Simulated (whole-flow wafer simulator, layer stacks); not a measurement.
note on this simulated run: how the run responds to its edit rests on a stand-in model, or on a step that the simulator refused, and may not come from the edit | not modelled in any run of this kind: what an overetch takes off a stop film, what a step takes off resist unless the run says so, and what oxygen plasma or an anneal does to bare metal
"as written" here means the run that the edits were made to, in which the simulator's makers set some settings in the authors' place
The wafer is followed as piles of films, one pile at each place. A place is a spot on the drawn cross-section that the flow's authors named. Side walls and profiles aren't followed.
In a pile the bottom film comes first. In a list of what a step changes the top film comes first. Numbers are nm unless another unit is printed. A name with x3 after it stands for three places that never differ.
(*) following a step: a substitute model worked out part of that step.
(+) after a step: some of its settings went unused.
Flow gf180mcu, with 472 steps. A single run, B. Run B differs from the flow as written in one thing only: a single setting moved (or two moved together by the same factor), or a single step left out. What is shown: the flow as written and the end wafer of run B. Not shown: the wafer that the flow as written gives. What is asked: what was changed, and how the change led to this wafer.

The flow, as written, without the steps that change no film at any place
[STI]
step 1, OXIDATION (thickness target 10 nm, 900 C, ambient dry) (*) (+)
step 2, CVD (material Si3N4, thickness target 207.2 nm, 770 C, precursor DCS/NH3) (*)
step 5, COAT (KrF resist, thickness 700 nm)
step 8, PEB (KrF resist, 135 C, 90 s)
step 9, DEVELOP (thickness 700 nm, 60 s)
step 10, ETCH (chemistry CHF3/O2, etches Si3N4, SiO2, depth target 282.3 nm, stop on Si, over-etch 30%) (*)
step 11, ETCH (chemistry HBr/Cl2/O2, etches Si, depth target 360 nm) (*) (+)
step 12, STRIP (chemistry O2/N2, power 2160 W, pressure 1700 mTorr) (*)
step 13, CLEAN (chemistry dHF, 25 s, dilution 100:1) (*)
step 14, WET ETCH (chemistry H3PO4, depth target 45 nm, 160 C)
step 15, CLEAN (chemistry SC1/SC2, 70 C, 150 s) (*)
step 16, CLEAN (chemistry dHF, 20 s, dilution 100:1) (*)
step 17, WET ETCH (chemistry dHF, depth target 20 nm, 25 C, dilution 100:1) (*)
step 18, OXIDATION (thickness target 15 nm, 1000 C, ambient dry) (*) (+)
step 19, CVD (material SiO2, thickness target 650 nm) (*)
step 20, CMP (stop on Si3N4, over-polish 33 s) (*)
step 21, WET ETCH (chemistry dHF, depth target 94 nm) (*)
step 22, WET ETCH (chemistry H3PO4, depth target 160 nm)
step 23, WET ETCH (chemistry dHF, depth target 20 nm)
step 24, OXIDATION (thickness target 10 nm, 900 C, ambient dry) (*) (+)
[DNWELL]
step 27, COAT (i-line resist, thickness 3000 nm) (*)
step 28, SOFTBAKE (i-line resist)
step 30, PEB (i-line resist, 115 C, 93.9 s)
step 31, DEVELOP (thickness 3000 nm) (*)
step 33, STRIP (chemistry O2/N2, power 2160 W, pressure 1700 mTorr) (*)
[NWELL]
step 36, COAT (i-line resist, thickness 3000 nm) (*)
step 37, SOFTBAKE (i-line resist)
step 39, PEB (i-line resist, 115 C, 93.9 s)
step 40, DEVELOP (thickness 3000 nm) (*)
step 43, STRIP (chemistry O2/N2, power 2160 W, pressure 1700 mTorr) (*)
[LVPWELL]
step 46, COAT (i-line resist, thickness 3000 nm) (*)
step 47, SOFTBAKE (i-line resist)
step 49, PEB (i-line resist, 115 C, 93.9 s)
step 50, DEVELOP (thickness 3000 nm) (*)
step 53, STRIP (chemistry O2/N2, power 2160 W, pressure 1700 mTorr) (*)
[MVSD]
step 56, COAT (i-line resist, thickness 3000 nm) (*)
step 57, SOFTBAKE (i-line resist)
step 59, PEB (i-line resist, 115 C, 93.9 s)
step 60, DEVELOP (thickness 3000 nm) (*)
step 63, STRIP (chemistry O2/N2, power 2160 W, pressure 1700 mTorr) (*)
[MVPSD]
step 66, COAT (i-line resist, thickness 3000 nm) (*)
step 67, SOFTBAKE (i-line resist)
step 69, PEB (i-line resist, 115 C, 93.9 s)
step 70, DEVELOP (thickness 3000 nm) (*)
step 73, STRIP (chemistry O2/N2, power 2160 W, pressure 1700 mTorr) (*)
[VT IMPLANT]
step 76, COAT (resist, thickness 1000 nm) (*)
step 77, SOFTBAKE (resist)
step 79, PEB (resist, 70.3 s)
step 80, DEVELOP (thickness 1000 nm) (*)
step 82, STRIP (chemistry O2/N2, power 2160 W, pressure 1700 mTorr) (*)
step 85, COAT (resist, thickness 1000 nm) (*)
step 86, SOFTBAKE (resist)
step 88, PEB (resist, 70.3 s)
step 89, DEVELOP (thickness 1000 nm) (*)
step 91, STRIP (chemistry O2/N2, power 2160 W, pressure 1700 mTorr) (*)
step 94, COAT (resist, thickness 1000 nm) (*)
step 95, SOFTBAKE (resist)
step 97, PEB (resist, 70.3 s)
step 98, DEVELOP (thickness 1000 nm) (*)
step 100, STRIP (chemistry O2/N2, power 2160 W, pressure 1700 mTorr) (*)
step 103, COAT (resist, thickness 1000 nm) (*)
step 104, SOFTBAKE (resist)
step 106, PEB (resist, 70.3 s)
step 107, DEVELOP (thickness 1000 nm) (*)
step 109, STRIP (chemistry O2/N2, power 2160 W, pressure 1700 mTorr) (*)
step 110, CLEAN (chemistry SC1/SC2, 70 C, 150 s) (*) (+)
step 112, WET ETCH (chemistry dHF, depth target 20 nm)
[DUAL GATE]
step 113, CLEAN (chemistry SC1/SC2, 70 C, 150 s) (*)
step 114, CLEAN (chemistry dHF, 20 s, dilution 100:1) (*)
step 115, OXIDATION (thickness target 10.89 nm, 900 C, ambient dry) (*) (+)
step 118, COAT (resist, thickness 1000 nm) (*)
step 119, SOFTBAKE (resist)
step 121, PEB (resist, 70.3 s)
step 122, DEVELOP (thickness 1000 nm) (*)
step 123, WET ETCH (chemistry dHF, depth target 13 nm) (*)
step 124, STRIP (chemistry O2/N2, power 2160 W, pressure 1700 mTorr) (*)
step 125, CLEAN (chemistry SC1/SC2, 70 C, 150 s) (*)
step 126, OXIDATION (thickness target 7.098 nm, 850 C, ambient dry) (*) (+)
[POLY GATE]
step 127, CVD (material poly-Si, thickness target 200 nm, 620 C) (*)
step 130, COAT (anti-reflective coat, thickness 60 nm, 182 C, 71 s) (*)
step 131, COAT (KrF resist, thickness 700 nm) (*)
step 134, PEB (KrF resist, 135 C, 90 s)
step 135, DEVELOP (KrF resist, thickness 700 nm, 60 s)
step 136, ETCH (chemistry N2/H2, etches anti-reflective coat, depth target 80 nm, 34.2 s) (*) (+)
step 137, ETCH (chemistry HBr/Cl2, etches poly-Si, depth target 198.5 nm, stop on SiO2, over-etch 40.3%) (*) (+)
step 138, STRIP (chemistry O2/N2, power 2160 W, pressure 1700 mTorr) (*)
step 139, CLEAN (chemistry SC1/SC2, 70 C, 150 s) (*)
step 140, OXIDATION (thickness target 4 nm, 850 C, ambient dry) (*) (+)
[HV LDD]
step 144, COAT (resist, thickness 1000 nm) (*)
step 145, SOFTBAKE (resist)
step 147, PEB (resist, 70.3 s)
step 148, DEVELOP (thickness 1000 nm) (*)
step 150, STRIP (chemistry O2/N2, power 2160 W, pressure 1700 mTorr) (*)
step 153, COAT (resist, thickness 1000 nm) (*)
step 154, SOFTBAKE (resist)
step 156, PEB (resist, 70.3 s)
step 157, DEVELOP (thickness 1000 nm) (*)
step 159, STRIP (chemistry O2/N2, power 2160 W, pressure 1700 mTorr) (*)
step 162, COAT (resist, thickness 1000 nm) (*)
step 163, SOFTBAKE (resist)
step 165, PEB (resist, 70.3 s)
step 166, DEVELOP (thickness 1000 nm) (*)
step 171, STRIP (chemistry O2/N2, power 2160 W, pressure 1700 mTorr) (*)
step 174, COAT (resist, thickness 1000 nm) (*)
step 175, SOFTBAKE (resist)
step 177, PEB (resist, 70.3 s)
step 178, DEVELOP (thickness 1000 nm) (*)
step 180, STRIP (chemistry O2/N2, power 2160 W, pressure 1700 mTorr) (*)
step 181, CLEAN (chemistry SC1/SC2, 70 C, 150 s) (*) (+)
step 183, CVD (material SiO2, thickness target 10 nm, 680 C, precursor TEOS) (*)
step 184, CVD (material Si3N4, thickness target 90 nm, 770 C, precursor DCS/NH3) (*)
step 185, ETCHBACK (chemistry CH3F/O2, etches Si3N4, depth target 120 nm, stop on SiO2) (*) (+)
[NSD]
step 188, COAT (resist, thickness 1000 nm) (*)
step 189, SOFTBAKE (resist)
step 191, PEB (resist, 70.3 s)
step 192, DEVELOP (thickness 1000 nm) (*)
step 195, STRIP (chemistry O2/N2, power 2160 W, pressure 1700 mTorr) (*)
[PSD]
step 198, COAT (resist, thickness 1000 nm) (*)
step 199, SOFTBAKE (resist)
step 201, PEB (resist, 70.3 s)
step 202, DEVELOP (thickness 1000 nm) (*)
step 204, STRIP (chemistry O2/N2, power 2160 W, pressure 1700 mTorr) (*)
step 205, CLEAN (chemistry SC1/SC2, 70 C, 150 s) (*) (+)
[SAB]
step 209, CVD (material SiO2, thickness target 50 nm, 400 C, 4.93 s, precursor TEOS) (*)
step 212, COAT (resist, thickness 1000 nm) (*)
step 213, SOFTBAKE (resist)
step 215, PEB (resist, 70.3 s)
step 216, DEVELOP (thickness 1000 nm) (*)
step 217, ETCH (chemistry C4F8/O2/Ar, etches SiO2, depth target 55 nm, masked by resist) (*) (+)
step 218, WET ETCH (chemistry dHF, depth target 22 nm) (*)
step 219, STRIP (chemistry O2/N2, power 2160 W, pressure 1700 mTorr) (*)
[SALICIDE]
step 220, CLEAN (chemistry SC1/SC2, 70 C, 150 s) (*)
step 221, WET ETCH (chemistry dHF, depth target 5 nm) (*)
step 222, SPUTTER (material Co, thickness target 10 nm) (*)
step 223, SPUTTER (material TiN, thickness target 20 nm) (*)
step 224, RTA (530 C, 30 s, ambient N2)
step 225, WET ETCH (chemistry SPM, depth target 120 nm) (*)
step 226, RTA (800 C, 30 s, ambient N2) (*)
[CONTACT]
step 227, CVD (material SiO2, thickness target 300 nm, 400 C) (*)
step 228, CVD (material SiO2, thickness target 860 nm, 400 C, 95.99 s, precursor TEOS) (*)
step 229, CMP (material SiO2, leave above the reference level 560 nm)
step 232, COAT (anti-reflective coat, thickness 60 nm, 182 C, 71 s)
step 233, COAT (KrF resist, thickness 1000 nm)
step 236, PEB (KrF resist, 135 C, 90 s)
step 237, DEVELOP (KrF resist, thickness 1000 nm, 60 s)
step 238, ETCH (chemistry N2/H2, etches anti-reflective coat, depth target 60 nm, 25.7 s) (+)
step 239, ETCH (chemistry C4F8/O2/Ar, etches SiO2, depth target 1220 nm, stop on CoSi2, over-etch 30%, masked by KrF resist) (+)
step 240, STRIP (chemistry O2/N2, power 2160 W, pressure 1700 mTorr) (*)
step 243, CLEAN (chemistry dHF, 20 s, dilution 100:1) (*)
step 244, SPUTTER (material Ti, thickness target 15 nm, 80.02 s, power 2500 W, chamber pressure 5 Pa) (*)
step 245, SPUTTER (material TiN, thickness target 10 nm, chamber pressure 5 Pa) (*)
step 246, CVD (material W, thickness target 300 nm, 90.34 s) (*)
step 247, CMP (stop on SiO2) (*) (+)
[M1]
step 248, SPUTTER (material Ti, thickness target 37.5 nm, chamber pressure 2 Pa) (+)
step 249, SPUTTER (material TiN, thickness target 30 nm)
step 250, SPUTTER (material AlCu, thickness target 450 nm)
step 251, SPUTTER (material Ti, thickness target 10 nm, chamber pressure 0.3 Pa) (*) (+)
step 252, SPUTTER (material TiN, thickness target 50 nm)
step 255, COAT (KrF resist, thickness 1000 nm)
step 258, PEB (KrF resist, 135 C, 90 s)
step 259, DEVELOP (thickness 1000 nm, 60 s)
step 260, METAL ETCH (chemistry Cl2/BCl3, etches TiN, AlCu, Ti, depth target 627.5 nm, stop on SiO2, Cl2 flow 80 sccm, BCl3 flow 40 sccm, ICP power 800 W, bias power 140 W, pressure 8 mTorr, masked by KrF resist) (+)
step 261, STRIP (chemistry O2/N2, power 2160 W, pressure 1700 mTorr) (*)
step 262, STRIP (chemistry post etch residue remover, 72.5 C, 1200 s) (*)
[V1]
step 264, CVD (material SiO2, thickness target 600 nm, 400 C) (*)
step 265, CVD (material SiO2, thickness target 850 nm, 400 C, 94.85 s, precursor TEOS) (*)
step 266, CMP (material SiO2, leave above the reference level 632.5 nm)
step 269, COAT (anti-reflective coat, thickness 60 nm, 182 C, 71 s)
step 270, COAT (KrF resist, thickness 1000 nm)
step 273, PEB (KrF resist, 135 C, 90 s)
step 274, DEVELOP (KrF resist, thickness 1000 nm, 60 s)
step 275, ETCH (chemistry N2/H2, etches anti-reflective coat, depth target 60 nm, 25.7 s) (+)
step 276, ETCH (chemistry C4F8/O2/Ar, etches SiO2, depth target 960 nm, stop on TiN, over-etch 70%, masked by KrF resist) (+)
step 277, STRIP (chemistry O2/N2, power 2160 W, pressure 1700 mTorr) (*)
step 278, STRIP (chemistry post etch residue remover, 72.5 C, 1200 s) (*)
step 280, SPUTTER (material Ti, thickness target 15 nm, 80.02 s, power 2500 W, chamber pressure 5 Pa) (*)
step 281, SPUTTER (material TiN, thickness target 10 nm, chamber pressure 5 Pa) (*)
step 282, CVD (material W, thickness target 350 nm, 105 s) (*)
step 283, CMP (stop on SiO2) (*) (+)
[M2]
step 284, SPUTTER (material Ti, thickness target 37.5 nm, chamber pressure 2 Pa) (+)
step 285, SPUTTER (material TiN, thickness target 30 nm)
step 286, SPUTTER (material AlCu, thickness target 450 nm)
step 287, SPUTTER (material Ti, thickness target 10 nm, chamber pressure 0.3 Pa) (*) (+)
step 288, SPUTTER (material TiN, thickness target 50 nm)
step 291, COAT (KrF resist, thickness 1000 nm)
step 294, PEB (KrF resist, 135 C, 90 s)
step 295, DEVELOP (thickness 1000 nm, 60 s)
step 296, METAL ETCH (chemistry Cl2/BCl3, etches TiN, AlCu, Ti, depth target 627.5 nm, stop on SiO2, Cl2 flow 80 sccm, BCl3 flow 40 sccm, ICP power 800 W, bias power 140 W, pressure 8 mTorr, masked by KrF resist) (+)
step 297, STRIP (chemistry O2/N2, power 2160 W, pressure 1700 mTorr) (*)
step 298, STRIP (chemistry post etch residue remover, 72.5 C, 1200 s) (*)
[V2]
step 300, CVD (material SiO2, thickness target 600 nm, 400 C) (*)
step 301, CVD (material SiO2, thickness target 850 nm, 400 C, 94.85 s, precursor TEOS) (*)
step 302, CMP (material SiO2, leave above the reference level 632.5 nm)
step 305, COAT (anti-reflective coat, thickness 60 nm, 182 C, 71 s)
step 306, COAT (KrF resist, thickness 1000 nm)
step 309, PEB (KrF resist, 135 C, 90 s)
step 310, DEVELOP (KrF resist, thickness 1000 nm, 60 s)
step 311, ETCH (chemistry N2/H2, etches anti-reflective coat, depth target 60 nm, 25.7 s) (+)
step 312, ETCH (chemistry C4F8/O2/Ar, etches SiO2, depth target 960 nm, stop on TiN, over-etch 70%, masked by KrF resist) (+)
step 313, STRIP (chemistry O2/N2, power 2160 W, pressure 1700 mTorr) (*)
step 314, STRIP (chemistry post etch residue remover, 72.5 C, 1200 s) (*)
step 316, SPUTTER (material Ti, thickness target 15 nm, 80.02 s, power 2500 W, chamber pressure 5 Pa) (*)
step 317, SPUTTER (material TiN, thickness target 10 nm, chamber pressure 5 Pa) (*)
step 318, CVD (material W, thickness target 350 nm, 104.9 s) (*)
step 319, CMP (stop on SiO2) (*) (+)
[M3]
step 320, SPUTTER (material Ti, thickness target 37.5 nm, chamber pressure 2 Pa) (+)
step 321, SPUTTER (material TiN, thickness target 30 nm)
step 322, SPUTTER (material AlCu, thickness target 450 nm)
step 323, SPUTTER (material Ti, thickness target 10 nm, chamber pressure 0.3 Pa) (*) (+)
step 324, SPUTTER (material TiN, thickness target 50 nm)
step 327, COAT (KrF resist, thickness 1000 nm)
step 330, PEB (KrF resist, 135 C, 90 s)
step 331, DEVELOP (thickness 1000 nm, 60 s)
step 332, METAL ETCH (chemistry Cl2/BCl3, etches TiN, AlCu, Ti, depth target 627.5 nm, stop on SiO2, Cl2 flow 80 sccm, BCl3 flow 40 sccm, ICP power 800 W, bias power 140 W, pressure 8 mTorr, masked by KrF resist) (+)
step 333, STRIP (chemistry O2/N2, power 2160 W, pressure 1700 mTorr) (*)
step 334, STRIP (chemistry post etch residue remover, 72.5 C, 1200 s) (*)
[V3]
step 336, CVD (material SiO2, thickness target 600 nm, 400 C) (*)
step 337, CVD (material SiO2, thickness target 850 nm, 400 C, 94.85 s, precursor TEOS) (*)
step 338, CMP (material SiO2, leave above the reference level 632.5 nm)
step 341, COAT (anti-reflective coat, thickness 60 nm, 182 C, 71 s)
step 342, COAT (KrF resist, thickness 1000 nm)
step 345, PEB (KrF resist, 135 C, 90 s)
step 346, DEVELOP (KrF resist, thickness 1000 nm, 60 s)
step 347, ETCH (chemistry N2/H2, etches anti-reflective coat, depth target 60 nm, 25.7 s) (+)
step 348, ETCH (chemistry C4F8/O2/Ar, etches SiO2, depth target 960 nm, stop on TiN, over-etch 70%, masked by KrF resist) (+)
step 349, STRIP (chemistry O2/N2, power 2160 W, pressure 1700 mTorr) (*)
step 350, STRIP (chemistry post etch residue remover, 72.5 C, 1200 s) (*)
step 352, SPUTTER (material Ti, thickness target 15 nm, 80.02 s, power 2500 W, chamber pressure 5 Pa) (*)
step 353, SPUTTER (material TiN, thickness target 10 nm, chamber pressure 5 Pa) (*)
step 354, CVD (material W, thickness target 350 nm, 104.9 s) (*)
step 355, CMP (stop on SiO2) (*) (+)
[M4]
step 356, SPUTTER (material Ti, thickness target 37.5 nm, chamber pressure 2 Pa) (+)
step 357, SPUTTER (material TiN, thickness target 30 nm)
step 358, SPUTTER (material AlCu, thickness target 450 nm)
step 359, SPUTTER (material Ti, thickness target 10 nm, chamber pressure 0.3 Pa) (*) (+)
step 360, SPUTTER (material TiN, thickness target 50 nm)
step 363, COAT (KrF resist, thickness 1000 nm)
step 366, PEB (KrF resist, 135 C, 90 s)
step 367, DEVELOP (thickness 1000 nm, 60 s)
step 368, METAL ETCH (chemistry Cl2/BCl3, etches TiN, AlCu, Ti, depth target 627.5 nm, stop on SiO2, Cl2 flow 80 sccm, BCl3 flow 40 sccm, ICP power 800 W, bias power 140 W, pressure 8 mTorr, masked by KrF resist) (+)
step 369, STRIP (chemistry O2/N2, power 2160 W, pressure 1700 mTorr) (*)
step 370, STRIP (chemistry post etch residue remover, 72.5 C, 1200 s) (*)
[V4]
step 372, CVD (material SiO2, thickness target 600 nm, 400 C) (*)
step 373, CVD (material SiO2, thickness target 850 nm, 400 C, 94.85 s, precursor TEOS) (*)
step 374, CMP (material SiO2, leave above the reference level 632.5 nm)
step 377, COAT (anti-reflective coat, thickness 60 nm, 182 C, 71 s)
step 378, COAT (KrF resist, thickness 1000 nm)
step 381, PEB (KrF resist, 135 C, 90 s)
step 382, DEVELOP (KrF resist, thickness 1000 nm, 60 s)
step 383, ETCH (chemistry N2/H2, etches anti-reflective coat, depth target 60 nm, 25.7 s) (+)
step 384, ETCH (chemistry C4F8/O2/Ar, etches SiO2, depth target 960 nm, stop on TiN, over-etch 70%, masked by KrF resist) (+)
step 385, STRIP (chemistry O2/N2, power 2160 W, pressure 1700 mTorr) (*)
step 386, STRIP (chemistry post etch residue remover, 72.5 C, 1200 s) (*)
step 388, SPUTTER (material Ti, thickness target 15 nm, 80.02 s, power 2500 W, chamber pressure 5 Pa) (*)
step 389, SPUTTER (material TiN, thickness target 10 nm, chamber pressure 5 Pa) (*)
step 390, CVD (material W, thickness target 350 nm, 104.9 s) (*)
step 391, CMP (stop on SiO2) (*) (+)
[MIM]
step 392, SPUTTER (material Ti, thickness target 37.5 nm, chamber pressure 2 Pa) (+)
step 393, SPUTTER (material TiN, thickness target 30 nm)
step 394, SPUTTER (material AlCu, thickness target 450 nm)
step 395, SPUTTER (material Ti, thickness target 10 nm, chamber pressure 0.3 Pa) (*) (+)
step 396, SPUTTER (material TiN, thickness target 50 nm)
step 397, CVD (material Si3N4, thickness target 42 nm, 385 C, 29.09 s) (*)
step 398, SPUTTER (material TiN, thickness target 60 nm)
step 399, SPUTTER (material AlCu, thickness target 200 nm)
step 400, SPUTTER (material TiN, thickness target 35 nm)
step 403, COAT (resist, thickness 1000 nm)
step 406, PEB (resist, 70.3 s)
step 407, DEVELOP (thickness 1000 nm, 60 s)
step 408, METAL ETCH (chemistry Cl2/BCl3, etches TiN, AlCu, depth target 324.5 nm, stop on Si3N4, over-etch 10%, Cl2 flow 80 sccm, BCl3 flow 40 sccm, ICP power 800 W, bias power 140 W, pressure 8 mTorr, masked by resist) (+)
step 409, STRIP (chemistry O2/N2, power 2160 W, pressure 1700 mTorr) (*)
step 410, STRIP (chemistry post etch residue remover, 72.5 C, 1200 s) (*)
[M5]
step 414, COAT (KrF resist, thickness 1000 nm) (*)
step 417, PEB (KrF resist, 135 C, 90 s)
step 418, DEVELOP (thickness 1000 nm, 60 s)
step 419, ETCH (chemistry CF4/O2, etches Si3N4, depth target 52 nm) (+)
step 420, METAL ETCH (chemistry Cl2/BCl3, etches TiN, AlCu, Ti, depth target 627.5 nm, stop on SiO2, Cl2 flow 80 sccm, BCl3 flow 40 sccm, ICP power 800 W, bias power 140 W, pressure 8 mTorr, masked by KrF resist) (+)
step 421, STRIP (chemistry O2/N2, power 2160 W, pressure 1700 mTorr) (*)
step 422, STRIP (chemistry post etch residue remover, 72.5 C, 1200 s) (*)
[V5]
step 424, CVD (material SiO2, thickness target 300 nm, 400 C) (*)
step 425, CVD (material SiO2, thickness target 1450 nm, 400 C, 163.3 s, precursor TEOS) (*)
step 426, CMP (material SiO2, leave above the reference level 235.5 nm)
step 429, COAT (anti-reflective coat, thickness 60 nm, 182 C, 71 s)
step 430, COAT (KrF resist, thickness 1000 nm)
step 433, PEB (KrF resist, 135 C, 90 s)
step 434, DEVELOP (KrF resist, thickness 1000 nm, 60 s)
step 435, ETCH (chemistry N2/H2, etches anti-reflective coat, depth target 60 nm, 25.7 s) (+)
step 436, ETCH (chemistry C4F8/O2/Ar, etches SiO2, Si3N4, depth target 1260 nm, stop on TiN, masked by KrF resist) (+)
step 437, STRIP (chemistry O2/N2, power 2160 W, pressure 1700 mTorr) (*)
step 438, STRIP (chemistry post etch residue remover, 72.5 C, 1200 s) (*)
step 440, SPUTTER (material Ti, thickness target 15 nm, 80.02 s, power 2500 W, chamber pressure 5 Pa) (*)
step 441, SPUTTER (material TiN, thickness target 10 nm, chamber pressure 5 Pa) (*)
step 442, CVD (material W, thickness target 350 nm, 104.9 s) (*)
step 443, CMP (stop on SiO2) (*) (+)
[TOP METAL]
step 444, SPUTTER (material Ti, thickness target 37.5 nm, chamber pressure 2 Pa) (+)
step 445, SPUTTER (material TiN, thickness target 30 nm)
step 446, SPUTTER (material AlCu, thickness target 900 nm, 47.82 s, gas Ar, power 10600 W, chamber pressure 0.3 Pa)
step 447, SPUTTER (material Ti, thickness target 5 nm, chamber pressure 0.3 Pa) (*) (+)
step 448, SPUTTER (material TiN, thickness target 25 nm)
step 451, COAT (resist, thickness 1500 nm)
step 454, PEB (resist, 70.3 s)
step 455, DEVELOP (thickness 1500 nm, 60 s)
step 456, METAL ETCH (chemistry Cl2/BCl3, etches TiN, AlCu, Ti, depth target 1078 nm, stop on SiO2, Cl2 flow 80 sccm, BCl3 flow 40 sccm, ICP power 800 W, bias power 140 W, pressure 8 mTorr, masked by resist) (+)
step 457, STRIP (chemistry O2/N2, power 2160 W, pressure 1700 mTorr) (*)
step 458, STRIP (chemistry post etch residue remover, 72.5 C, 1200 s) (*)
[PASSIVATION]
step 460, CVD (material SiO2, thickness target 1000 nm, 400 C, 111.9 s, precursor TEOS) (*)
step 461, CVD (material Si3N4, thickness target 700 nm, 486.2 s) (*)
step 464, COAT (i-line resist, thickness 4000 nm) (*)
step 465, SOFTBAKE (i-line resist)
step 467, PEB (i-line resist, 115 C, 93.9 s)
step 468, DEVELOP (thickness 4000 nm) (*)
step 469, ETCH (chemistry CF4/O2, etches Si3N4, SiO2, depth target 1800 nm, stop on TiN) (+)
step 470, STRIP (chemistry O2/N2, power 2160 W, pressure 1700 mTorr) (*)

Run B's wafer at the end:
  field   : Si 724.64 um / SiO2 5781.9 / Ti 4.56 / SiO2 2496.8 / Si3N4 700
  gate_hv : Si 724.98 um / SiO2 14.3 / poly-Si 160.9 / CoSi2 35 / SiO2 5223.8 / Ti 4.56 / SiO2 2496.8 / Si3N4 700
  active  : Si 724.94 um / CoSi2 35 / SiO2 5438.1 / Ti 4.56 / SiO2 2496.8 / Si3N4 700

What caused this: step 394, SPUTTER: thickness target 506 nm was run, whereas the flow has thickness target 450 nm.

How this came from the change, step by step:
  step 394, SPUTTER (material AlCu, thickness target 450 nm)
      field, field__w1, field__w2 and 108 more: AlCu gains 506 (new film) (as written it would have been: AlCu gains 450 (new film))
  step 420, METAL ETCH (chemistry Cl2/BCl3, etches TiN, AlCu, Ti, depth target 627.5 nm, stop on SiO2, Cl2 flow 80 sccm, BCl3 flow 40 sccm, ICP power 800 W, bias power 140 W, pressure 8 mTorr, masked by KrF resist) (+)
      field, field__w1, field__w2 and 101 more: TiN loses 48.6 (all of it), Ti loses 10 (all of it), AlCu loses 506 (all of it), TiN loses 30 (all of it), Ti loses 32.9 (as written it would have been: TiN loses 48.6 (all of it), Ti loses 10 (all of it), AlCu loses 450 (all of it), TiN loses 30 (all of it), Ti loses 37.5 (all of it))
  step 424, CVD (material SiO2, thickness target 300 nm, 400 C) (*)
      field, field__w1, field__w2 and 101 more: SiO2 gains 300 (new film) (as written it would have been: SiO2 gains 300)
  step 426, CMP (material SiO2, leave above the reference level 235.5 nm)
      field, field__w1, field__w5 and 92 more: SiO2 loses 249.4 (as written it would have been: SiO2 loses 300.8)
      field__w2, field__w3, field__w12 and 6 more: SiO2 loses 218.9 (as written it would have been: SiO2 loses 272.7)
With metal films that touch counted as one body, field has 1 body; the flow as written gives 0 bodies.
With metal films that touch counted as one body, gate_hv has 2 bodies (between them, from the top down: SiO2 5223.8); the flow as written gives 1 body.
With metal films that touch counted as one body, active has 2 bodies (between them, from the top down: SiO2 5438.1); the flow as written gives 1 body.
